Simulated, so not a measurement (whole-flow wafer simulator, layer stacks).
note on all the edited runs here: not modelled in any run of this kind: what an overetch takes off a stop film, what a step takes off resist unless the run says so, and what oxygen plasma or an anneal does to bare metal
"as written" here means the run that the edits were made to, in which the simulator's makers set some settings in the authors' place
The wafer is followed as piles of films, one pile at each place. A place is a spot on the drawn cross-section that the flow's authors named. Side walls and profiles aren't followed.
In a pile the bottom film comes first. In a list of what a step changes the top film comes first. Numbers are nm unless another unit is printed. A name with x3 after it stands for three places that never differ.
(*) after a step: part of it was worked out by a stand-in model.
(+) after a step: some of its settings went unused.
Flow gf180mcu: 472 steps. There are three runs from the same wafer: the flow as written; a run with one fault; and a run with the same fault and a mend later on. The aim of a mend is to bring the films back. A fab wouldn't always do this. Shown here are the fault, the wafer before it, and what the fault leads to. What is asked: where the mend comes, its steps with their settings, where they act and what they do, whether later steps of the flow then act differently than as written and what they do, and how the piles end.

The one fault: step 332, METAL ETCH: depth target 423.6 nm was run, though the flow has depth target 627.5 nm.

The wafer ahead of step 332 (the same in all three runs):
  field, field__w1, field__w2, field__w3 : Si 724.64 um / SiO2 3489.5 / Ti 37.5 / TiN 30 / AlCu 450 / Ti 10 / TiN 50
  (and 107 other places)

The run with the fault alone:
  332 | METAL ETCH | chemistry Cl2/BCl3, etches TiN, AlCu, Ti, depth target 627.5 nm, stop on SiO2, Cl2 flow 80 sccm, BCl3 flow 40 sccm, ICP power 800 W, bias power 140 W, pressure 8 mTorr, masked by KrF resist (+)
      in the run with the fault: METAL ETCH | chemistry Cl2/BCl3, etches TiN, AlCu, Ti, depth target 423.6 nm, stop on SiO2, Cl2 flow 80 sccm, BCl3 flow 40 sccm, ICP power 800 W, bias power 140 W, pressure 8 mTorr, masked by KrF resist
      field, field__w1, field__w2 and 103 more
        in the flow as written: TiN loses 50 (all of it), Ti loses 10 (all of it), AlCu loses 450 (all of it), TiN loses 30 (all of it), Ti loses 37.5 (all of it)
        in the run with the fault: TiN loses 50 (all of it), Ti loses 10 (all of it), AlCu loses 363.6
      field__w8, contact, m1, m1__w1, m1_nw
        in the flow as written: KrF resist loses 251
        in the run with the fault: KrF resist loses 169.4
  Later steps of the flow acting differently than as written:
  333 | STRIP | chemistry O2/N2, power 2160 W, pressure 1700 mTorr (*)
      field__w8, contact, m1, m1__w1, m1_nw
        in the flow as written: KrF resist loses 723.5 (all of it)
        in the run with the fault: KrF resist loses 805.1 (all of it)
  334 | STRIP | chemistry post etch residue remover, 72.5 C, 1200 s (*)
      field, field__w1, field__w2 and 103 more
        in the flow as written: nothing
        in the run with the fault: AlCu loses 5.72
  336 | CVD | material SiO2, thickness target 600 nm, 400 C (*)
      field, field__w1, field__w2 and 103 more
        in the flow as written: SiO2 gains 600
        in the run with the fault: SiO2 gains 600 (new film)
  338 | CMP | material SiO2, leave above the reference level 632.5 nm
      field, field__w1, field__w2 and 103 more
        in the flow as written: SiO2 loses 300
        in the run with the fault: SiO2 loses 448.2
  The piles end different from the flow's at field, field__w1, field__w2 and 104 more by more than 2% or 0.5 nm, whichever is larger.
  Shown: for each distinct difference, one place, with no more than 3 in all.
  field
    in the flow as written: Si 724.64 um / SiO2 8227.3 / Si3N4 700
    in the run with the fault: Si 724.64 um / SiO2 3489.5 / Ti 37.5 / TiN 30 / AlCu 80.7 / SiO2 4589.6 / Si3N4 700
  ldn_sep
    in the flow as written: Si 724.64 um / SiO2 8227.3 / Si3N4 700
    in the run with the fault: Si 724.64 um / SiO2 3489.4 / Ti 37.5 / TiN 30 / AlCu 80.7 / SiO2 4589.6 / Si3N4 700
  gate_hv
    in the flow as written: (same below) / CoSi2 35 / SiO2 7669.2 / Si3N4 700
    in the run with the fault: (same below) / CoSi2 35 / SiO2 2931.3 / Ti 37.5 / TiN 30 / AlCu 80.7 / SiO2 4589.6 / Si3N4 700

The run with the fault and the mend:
  The mend stands after step 332.
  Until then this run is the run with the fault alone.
  332a | METAL ETCH | chemistry Cl2/BCl3, etches TiN, AlCu, Ti, depth target 203.9 nm, stop on SiO2, Cl2 flow 80 sccm, BCl3 flow 40 sccm, ICP power 800 W, bias power 140 W, pressure 8 mTorr, masked by KrF resist (+) (the flow's step 332, run once more with other settings)
      field, field__w1, field__w2 and 103 more
        AlCu loses 86.4 (all of it), TiN loses 30 (all of it), Ti loses 37.5 (all of it)
      field__w8, contact, m1, m1__w1, m1_nw
        KrF resist loses 81.6
  Every later step of the flow that is run acts as written at every place that is followed.
  The piles end the same as the flow's at every place that both follow.
